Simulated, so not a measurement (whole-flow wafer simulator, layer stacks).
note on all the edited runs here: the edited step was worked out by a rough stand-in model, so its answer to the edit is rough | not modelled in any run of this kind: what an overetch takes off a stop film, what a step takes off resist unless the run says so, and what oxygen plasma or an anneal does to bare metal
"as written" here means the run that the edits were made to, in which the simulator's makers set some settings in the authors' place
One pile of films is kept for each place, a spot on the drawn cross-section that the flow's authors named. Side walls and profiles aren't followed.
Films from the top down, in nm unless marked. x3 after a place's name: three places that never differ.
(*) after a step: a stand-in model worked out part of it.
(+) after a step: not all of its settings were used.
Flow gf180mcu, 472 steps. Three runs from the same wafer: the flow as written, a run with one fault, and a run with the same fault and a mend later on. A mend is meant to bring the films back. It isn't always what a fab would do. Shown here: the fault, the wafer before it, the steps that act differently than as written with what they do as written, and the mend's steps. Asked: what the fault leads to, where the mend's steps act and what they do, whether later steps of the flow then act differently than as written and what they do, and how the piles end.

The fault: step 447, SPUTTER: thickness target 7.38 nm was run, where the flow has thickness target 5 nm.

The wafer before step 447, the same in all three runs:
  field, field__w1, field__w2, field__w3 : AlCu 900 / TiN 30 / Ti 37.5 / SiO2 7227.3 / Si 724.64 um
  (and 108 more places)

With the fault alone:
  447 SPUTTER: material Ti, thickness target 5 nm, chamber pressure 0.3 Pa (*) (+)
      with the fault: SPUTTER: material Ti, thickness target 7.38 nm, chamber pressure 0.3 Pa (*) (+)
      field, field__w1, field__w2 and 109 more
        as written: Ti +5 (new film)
        with the fault: Ti +7.38 (new film)
  Later steps of the flow that act differently than as written (5 more steps differ only slightly, by at most 2% or 0.5 nm, whichever is larger, and aren't shown):
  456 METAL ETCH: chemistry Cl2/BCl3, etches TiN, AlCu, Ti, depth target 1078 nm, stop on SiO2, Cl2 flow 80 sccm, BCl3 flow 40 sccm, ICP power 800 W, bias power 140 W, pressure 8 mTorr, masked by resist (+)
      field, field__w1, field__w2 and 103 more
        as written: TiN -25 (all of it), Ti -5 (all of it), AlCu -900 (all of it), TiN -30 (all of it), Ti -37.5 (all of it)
        with the fault: TiN -25 (all of it), Ti -7.38 (all of it), AlCu -900 (all of it), TiN -30 (all of it), Ti -37.5 (all of it)
  At the end the piles differ from the flow's by more than 2% or 0.5 nm, whichever is larger, at field__w8, contact, m1, m1__w1, pad, m1_nw.
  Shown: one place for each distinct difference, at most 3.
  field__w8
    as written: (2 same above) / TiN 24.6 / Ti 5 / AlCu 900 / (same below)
    with the fault: (2 same above) / TiN 24.6 / Ti 7.38 / AlCu 900 / (same below)
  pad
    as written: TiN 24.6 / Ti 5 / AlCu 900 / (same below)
    with the fault: TiN 24.6 / Ti 7.38 / AlCu 900 / (same below)

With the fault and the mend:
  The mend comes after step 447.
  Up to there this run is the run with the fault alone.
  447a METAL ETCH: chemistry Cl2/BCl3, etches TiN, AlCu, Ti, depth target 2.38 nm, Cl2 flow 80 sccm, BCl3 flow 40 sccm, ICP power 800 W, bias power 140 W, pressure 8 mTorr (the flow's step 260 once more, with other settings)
      field, field__w1, field__w2 and 109 more
        Ti -2.38
  No later step of the flow acts differently than as written at any place that is followed.
  At the end the piles are the same as the flow's at every place that both follow.
